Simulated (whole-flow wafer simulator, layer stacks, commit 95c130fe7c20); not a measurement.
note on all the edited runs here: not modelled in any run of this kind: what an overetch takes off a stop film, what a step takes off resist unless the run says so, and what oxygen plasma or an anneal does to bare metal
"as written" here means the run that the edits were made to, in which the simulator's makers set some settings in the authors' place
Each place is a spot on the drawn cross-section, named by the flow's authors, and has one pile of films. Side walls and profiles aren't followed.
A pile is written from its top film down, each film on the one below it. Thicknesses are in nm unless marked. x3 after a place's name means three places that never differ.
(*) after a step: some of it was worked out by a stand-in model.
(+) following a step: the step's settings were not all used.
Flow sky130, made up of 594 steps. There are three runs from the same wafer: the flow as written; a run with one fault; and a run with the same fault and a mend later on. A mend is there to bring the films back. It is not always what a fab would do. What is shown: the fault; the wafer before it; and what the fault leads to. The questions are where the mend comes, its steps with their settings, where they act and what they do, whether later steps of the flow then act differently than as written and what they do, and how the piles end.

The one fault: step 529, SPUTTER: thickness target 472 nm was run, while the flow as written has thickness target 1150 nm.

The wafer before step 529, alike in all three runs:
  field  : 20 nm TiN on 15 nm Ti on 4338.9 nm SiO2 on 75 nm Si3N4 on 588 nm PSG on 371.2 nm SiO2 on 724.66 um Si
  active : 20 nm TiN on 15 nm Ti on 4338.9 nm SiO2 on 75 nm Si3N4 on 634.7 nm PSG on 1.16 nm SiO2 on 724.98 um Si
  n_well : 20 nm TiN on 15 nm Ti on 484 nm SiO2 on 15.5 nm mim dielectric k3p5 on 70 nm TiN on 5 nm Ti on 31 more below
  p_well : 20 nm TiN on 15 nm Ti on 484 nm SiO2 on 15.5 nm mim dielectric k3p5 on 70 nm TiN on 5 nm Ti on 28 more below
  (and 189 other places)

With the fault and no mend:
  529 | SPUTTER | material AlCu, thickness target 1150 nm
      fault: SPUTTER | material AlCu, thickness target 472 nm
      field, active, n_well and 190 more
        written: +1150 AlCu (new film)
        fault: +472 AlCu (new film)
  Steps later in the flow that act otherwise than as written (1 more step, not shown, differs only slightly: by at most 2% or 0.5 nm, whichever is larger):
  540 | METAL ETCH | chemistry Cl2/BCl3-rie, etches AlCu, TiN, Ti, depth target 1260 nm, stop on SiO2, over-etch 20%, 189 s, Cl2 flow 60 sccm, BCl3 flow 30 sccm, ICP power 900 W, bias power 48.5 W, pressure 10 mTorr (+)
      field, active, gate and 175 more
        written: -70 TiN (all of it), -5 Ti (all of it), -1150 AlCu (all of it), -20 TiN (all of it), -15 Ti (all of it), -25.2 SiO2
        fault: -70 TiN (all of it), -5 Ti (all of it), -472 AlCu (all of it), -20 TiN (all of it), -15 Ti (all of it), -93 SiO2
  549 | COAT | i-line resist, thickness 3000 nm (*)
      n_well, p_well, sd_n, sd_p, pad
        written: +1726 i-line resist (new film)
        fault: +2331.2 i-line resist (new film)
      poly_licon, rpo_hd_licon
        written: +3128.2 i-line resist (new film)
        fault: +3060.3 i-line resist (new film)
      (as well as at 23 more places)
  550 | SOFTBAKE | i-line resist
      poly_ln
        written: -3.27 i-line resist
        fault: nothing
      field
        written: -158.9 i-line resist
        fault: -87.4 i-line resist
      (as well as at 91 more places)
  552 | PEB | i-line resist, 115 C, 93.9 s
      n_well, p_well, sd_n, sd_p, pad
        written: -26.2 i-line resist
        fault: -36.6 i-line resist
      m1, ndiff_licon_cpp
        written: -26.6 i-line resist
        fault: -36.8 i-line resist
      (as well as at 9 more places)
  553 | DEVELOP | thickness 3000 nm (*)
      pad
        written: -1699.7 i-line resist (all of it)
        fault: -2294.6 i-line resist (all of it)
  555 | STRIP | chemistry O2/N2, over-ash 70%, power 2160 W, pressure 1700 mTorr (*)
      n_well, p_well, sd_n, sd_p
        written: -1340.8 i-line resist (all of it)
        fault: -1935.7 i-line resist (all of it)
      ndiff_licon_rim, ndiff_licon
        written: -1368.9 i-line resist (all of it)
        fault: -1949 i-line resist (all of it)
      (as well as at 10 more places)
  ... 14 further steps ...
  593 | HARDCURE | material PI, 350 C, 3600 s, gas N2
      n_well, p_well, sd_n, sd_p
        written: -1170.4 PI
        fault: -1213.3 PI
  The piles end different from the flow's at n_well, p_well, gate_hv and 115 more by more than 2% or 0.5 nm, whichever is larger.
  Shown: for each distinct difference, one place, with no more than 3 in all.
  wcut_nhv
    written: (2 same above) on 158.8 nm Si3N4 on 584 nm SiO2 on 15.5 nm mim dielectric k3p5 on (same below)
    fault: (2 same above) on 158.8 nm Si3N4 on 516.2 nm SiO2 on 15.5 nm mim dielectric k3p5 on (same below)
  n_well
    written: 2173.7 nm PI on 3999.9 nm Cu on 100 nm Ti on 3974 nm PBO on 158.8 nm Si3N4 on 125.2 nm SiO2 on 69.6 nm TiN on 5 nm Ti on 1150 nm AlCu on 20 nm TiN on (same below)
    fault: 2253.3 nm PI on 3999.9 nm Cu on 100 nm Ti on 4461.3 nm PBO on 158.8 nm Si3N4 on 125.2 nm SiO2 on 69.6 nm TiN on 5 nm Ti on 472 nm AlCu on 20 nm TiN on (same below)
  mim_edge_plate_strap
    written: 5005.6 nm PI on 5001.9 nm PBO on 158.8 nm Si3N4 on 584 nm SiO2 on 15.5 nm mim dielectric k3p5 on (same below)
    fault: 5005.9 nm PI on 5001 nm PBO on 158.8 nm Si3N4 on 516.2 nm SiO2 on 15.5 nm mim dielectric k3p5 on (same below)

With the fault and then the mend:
  The mend stands after step 529.
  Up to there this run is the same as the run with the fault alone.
  529a | SPUTTER | material AlCu, thickness target 678 nm (the flow's step 529 again, with other settings)
      field, active, n_well and 190 more
        +678 AlCu
  None of the later steps of the flow acts differently than as written at any place that is followed.
  By the end, the piles equal the flow's at every place that both follow.
